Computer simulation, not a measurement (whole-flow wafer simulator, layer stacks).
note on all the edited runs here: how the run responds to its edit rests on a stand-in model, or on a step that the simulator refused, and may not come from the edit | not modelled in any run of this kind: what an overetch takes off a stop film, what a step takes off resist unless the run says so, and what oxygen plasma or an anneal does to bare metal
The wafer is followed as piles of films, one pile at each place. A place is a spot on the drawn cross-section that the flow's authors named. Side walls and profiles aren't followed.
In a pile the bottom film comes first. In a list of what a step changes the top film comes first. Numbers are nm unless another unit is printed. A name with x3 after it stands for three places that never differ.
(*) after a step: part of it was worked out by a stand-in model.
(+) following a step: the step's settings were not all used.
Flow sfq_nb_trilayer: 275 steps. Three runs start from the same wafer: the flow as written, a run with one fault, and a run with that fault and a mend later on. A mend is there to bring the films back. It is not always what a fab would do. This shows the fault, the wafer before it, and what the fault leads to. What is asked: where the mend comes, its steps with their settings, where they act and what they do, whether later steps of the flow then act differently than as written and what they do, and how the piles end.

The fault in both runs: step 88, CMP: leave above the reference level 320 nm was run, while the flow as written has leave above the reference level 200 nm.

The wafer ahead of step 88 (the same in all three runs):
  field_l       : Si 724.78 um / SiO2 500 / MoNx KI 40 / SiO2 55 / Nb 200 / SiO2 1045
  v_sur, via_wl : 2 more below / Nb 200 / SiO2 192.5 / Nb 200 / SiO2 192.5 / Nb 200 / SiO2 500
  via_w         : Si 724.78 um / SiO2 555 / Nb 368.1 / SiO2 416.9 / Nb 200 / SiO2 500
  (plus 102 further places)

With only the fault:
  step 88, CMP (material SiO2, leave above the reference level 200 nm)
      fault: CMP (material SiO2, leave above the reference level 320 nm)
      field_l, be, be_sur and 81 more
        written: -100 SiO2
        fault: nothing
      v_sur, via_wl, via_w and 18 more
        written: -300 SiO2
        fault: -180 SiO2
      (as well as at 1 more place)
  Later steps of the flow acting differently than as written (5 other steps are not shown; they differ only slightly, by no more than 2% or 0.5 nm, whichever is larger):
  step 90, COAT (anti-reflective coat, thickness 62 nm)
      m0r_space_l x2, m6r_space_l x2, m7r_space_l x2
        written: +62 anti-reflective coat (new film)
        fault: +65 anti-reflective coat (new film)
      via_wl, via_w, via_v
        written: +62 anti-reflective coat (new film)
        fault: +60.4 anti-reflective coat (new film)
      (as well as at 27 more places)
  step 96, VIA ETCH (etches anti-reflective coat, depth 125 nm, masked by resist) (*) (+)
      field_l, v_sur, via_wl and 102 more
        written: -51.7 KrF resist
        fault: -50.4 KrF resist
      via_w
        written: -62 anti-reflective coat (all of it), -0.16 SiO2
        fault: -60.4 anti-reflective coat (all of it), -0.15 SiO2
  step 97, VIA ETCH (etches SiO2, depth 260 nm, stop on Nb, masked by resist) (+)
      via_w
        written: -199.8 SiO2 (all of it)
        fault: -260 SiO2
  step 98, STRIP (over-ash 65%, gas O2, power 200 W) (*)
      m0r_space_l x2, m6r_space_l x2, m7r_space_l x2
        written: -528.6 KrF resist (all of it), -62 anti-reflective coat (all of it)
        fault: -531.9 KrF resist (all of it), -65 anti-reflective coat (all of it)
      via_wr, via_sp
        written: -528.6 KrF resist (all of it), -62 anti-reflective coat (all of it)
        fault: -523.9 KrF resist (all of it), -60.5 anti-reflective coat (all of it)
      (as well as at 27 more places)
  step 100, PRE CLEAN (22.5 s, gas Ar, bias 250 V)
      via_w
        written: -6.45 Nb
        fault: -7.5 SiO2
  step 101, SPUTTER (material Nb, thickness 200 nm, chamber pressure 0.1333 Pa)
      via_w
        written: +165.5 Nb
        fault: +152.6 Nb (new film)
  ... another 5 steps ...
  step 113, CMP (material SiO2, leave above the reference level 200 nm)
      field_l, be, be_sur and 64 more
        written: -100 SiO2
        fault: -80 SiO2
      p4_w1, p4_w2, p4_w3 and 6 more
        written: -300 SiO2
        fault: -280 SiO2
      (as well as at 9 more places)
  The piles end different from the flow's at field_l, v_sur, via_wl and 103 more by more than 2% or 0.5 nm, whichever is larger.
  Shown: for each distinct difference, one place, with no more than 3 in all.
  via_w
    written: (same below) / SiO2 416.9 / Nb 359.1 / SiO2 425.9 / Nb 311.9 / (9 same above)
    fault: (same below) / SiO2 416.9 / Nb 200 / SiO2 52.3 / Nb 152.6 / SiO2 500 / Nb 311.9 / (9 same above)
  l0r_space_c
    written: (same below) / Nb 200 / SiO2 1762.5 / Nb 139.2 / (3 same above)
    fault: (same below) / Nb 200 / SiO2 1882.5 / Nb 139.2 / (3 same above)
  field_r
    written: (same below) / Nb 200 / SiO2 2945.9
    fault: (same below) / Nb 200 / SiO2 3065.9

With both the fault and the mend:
  After step 95 comes the mend.
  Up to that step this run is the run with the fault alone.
  step 95a, STRIP (over-ash 65%, gas O2, power 200 W) (*)
      moat, field_r, lsp_l, ln_m5, lsp_m, ln_m6
        -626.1 KrF resist (all of it), -62.1 anti-reflective coat (all of it)
      m0r_line_l x2, m6r_line_l x2, m7r_line_l x2
        -628.7 KrF resist (all of it), -62.7 anti-reflective coat (all of it)
      m0r_space_l x2, m6r_space_l x2, m7r_space_l x2
        -627 KrF resist (all of it), -65 anti-reflective coat (all of it)
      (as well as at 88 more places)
  step 95b, CMP (material SiO2, leave above the reference level 200 nm) (the flow's step 88, run once more)
      field_l, be, be_sur and 81 more
        -100 SiO2
      v_sur, via_wl, via_w and 19 more
        -120 SiO2
  step 95c, COAT (anti-reflective coat, thickness 62 nm) (the flow's step 90, run once more)
      field_l, v_sur, via_wl and 103 more
        +62 anti-reflective coat (new film)
  step 95d, COAT (KrF resist, thickness 650 nm) (the flow's step 91, run once more)
      field_l, v_sur, via_wl and 103 more
        +650 KrF resist (new film)
  step 95e, SOFTBAKE (KrF resist) (the flow's step 92, run once more)
      leaves every film unchanged at each place that is followed
  step 95f, EXPOSE (photomask I2, dose 11.91 mJ/cm2, NA 0.6, wavelength 248 nm) (*) (the flow's step 93, run once more)
      leaves every film unchanged at each place that is followed
  step 95g, PEB (KrF resist, 90 s) (the flow's step 94, run once more)
      field_l, v_sur, via_wl and 103 more
        -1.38 KrF resist
  step 95h, DEVELOP (KrF resist, thickness 650 nm, 60 s) (the flow's step 95, run once more)
      field_l, v_sur, via_wl and 102 more
        -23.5 KrF resist
      via_w
        -648.6 KrF resist (all of it)
  None of the later steps of the flow acts differently than as written at any place that is followed.
  At every place that both follow, the piles at the end match the flow's.
